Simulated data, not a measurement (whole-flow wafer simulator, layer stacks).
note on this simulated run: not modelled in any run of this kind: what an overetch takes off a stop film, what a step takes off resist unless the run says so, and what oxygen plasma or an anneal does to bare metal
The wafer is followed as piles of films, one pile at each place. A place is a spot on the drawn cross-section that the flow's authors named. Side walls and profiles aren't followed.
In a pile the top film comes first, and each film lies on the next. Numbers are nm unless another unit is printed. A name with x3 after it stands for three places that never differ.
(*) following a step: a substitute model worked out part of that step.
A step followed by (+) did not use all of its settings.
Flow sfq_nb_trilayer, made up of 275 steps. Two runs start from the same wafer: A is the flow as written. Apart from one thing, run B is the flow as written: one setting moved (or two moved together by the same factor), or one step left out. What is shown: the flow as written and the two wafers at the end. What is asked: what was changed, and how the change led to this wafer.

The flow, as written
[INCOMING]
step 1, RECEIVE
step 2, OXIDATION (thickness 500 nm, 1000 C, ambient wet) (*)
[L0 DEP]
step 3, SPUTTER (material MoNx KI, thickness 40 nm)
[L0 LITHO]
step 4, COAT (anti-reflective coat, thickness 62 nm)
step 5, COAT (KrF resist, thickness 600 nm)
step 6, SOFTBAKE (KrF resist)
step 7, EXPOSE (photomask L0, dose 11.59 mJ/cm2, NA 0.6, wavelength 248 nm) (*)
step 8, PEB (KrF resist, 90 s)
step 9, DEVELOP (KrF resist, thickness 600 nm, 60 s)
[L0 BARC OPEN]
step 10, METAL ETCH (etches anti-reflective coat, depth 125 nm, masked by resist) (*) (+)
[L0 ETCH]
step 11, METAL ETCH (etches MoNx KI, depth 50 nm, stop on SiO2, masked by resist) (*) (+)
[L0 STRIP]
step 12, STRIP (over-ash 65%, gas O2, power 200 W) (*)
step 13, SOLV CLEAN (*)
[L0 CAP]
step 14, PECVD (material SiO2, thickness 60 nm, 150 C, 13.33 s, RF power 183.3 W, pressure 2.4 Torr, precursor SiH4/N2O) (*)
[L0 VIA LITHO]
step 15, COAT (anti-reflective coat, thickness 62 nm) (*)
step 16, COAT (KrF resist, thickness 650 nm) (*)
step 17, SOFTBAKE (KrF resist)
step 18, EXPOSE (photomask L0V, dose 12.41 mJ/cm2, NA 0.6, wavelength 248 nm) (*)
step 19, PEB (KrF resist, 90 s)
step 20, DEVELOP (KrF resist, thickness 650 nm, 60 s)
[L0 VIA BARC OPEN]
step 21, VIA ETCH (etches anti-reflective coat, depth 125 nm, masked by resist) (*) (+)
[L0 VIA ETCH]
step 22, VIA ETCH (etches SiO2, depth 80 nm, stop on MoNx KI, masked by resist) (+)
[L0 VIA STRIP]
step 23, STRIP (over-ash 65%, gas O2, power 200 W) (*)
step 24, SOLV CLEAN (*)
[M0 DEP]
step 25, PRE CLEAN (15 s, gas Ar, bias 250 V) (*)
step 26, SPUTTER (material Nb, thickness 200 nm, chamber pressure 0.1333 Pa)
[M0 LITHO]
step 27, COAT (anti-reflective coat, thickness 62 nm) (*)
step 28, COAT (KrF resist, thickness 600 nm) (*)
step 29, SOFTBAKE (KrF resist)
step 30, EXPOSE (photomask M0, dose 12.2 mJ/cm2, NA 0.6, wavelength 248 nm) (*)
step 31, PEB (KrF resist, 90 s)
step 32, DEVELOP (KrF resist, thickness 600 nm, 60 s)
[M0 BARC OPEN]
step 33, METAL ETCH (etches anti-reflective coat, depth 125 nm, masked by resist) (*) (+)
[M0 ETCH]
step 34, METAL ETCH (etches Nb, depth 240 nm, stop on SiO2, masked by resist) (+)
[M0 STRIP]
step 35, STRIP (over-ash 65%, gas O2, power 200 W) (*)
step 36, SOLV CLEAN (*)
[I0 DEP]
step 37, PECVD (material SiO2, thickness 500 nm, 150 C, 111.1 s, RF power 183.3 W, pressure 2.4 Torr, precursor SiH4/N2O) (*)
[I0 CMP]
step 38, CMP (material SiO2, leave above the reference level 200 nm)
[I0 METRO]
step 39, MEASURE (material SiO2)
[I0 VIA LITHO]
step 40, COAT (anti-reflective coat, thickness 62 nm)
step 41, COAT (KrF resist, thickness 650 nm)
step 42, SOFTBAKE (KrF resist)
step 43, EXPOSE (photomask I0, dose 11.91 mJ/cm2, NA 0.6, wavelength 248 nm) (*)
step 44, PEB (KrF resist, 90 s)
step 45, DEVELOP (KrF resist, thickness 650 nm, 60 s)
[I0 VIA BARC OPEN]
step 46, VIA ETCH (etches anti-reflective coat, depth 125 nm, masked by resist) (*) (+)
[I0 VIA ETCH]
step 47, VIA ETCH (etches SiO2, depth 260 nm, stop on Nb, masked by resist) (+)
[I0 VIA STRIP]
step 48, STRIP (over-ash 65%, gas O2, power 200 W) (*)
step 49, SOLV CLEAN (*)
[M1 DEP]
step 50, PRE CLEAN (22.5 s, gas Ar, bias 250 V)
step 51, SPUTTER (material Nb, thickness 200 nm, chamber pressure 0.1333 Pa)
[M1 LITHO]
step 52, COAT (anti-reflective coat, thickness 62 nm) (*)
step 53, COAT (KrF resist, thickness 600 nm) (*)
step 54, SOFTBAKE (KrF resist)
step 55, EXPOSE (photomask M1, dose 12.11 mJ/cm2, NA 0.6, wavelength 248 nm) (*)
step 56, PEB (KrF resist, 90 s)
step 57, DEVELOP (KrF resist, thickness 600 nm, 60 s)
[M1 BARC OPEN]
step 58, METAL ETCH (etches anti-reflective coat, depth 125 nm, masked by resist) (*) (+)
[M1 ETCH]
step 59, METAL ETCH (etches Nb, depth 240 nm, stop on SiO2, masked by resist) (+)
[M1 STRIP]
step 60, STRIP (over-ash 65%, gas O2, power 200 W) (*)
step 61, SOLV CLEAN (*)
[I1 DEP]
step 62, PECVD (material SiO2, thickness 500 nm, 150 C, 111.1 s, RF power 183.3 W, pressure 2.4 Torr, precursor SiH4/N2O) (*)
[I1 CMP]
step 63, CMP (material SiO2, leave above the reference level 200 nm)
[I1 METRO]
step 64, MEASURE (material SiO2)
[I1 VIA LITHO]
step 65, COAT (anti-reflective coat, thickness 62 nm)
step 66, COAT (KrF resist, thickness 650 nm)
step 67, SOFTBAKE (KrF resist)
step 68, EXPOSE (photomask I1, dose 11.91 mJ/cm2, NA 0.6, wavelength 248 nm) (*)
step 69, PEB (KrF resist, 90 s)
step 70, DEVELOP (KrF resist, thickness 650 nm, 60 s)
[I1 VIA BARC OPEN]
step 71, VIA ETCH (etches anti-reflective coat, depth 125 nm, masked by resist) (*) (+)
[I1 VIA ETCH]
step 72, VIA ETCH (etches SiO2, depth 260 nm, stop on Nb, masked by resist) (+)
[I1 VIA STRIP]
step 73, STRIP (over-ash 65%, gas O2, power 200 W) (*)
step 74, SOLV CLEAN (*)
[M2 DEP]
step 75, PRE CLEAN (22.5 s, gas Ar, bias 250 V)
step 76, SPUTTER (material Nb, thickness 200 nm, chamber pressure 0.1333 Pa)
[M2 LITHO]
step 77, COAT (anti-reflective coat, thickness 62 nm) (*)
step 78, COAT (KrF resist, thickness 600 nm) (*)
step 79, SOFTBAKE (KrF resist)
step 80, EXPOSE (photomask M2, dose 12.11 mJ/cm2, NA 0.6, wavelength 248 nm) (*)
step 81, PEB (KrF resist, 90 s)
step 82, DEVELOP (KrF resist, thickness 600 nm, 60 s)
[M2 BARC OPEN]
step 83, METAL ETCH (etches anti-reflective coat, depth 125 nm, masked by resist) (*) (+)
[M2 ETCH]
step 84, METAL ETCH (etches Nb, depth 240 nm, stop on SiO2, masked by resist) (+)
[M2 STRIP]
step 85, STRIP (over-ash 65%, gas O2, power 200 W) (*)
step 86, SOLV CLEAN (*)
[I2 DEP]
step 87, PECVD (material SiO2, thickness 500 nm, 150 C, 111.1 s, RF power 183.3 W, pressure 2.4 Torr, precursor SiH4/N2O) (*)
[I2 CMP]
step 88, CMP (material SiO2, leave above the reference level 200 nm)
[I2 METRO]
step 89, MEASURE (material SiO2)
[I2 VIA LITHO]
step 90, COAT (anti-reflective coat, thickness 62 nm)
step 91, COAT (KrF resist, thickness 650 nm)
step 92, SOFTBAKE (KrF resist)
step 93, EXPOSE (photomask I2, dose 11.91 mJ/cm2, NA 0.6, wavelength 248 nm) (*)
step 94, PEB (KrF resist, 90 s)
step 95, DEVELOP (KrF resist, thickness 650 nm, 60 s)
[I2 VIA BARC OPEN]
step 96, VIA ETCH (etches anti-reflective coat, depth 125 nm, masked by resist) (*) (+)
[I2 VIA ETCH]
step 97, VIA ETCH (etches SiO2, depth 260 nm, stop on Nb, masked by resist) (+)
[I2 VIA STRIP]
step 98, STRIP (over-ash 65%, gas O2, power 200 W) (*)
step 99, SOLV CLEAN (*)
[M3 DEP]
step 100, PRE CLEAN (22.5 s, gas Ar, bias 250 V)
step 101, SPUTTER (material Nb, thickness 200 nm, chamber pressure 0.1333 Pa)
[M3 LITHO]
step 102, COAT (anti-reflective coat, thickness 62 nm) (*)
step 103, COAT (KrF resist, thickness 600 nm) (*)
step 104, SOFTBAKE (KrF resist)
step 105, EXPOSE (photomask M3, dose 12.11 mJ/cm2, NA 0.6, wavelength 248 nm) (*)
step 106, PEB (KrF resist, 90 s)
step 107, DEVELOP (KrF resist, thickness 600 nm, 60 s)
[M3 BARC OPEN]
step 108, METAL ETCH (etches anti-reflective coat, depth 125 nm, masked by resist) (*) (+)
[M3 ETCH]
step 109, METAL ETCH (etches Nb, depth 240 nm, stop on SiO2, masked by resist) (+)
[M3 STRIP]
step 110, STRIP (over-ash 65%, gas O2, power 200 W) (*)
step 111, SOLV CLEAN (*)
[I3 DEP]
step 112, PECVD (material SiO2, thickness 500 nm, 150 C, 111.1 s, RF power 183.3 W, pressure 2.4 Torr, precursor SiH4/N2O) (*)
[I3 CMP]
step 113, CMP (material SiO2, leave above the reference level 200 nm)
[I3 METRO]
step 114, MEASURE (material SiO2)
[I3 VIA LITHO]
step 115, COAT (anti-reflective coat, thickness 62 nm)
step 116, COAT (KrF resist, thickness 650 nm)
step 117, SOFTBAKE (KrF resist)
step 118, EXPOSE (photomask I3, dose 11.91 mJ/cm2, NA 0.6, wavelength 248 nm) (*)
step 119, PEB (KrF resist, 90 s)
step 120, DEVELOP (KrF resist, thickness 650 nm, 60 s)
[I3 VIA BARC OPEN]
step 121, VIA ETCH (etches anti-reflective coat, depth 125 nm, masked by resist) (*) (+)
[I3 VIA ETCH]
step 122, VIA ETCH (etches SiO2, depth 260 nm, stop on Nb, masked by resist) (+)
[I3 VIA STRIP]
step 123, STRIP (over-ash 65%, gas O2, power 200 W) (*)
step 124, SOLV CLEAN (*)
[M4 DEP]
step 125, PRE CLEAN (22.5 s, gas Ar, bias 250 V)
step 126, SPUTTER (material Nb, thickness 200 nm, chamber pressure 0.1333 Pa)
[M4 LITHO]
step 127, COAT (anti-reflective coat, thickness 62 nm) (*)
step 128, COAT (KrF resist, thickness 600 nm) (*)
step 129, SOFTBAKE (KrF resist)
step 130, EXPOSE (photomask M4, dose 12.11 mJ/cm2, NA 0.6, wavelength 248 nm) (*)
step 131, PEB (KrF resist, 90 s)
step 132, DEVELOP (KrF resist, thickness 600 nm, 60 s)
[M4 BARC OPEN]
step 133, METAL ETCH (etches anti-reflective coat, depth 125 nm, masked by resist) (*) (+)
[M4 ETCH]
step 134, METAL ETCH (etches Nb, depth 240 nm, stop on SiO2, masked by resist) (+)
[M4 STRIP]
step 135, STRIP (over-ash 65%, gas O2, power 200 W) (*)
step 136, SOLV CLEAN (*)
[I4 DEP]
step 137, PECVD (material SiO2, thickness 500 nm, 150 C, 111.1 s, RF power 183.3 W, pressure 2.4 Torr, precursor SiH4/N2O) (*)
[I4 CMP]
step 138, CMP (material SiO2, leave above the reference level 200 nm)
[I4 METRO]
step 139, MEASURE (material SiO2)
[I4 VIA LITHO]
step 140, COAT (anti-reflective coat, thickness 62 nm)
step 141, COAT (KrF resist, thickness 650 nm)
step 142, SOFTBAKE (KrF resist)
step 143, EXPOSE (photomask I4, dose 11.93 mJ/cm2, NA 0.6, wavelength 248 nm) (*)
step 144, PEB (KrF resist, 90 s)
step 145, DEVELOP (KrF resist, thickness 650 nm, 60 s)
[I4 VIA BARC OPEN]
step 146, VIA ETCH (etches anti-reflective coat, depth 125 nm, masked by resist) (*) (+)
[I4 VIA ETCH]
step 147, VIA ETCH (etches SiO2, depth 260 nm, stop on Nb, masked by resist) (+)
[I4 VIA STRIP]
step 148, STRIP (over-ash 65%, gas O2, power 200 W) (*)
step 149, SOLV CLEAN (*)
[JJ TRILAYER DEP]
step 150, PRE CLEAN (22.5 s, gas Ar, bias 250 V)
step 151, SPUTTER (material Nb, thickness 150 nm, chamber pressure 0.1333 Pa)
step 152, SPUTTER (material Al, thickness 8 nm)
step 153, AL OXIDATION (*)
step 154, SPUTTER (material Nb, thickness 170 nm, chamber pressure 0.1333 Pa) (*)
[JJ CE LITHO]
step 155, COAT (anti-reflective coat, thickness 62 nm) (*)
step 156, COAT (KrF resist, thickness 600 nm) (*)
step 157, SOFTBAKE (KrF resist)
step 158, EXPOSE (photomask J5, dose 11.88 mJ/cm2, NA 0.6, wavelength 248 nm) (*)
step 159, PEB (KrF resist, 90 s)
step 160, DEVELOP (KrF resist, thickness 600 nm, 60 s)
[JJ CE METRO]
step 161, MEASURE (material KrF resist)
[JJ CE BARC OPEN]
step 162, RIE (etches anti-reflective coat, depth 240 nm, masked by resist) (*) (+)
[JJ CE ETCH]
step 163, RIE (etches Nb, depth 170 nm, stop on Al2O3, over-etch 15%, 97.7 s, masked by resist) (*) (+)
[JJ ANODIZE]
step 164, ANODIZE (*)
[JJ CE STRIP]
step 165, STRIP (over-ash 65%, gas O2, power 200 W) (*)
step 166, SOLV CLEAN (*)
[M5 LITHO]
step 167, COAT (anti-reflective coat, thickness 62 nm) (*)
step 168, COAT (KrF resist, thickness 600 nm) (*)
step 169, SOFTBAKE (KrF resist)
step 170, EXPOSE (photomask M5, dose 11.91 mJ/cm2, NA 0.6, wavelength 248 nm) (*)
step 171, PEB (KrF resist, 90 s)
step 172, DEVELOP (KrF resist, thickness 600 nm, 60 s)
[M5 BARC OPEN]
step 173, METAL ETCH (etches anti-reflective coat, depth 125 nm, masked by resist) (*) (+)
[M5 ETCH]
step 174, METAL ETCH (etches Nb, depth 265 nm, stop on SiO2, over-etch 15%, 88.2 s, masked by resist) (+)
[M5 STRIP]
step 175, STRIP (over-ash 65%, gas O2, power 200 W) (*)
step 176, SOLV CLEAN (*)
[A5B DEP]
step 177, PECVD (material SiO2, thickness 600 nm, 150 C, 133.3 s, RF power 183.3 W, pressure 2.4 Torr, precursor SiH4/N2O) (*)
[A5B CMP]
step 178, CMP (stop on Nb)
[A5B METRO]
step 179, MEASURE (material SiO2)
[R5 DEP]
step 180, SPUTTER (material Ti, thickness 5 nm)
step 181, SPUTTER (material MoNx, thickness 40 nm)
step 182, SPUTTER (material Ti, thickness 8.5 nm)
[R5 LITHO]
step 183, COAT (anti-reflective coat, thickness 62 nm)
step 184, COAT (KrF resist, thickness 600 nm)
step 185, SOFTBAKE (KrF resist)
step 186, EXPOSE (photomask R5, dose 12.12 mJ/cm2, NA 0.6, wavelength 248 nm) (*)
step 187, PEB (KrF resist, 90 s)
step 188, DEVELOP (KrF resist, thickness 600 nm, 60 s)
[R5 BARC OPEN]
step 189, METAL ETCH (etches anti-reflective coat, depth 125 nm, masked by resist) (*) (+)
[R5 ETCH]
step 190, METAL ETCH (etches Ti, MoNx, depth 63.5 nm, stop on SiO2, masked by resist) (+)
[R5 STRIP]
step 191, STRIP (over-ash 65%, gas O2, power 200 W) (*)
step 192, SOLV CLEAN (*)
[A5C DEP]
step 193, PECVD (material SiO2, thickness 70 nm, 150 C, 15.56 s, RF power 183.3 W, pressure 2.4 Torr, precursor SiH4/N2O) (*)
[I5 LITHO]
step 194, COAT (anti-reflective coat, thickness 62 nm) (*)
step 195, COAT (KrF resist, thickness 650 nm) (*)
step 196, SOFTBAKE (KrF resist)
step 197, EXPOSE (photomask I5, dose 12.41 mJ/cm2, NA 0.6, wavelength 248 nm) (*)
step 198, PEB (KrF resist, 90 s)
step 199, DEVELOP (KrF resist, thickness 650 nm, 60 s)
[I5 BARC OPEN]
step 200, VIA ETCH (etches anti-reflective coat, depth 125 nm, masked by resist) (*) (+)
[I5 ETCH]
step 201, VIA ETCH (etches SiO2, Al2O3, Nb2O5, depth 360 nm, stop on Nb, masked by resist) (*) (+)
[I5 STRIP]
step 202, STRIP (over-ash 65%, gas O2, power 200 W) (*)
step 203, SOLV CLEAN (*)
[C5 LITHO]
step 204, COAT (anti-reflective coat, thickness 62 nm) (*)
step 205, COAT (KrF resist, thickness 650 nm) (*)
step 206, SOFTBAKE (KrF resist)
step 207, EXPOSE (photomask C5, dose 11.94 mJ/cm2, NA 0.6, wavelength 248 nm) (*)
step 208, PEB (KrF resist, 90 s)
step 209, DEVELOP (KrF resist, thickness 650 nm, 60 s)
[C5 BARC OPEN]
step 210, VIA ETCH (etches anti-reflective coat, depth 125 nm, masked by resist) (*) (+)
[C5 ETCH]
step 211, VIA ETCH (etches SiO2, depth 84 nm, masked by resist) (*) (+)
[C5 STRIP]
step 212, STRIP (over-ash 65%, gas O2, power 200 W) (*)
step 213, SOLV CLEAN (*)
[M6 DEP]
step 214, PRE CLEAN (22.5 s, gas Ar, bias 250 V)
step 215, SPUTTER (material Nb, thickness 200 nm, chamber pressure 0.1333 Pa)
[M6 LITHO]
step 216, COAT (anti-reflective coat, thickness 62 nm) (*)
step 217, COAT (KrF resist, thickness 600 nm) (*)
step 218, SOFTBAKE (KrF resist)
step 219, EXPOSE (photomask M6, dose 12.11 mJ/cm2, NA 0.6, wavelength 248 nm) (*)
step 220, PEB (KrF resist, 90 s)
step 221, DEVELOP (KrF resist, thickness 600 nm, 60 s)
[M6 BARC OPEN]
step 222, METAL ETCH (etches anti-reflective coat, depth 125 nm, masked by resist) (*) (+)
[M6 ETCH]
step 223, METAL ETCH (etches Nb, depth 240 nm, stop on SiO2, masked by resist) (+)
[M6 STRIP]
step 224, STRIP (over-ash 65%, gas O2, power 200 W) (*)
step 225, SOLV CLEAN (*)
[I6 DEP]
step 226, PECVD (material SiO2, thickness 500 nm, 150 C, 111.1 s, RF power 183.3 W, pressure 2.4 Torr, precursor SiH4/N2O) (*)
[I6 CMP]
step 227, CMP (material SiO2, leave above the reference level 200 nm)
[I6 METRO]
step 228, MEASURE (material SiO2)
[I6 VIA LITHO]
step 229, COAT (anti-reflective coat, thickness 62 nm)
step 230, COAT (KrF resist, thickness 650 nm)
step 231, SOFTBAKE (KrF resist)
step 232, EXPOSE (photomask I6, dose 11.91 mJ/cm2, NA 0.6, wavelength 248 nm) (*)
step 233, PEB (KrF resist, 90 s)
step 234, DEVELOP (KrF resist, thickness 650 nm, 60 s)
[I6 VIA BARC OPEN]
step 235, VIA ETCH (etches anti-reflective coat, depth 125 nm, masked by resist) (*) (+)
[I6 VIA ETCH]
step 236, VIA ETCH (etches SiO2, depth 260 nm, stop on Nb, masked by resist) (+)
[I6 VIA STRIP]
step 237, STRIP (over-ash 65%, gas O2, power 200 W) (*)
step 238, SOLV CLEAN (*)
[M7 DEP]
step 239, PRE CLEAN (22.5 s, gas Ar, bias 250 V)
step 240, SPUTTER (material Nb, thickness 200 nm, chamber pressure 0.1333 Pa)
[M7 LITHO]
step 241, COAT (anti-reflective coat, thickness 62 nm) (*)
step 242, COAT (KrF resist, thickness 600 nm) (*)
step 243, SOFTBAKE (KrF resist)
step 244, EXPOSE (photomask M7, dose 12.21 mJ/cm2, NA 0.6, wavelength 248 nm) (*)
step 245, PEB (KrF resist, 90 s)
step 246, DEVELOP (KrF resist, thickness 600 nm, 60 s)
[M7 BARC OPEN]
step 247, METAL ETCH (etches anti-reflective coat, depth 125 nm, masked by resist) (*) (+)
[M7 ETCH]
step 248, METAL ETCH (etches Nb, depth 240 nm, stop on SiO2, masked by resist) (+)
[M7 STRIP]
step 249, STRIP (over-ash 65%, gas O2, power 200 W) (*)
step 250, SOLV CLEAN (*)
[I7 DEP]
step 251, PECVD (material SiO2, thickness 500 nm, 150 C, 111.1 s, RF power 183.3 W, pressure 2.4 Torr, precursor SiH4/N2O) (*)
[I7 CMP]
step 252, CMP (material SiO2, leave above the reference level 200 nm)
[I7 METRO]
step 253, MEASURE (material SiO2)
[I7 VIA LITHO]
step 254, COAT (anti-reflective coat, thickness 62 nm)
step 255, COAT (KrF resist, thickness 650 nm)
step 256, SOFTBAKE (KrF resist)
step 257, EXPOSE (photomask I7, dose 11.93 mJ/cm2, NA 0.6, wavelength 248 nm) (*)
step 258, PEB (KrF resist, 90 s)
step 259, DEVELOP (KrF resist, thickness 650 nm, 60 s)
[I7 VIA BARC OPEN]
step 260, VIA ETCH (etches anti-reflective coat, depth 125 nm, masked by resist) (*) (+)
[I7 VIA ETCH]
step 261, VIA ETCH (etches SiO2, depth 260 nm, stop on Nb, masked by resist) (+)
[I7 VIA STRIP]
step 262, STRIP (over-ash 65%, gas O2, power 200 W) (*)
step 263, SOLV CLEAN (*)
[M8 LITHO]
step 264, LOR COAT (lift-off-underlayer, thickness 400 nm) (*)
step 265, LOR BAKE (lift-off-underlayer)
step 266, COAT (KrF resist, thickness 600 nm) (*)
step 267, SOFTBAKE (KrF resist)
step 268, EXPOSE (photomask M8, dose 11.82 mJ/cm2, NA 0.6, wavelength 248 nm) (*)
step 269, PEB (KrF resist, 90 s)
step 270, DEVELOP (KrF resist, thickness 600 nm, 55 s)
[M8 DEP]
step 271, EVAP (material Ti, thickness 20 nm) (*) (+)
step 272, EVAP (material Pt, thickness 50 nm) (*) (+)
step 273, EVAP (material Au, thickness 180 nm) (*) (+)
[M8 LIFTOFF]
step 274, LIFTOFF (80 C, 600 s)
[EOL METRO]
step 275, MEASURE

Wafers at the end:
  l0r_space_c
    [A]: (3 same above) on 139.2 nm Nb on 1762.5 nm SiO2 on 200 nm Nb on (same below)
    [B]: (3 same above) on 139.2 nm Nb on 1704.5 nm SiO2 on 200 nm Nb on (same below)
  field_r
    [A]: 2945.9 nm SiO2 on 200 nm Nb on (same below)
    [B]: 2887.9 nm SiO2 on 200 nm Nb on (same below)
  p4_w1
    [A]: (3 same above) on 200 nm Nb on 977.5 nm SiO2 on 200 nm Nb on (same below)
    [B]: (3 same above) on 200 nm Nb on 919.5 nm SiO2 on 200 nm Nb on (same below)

What caused this: step 88, CMP: leave above the reference level 142 nm was run, whereas the flow has leave above the reference level 200 nm.

Step by step, how the change led to this:
  step 88, CMP (material SiO2, leave above the reference level 200 nm)
      field_l, be, be_sur and 81 more: A SiO2 loses 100 | B SiO2 loses 158
      v_sur, via_wl, via_w and 18 more: A SiO2 loses 300 | B SiO2 loses 358
      (and at 1 other place as well)
  step 97, VIA ETCH (etches SiO2, depth 260 nm, stop on Nb, masked by resist) (+)
      field_l, v_sur, via_wl and 102 more: A KrF resist loses 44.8 | B KrF resist loses 36.7
      via_w: A SiO2 loses 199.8 (all of it) | B SiO2 loses 141.8 (all of it)
  step 101, SPUTTER (material Nb, thickness 200 nm, chamber pressure 0.1333 Pa)
      via_w: A Nb gains 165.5 | B Nb gains 178.3
  step 102, COAT (anti-reflective coat, thickness 62 nm) (*)
      via_wl: A anti-reflective coat gains 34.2 (new film) | B anti-reflective coat gains 36.1 (new film)
      via_w: A anti-reflective coat gains 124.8 (new film) | B anti-reflective coat gains 111 (new film)
      (and at 1 other place as well)
  step 103, COAT (KrF resist, thickness 600 nm) (*)
      via_w: A KrF resist gains 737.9 (new film) | B KrF resist gains 690.1 (new film)
  step 110, STRIP (over-ash 65%, gas O2, power 200 W) (*)
      via_wl: A KrF resist loses 384.2 (all of it), anti-reflective coat loses 34.2 (all of it) | B KrF resist loses 389.4 (all of it), anti-reflective coat loses 36.1 (all of it)
      via_w: A KrF resist loses 520 (all of it), anti-reflective coat loses 124.8 (all of it) | B KrF resist loses 472.3 (all of it), anti-reflective coat loses 111 (all of it)
      (and at 1 other place as well)
  step 112, PECVD (material SiO2, thickness 500 nm, 150 C, 111.1 s, RF power 183.3 W, pressure 2.4 Torr, precursor SiH4/N2O) (*)
      via_w: A SiO2 gains 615 (new film) | B SiO2 gains 519.7 (new film)
  step 113, CMP (material SiO2, leave above the reference level 200 nm)
      via_w: A SiO2 loses 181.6 | B SiO2 loses 157.1
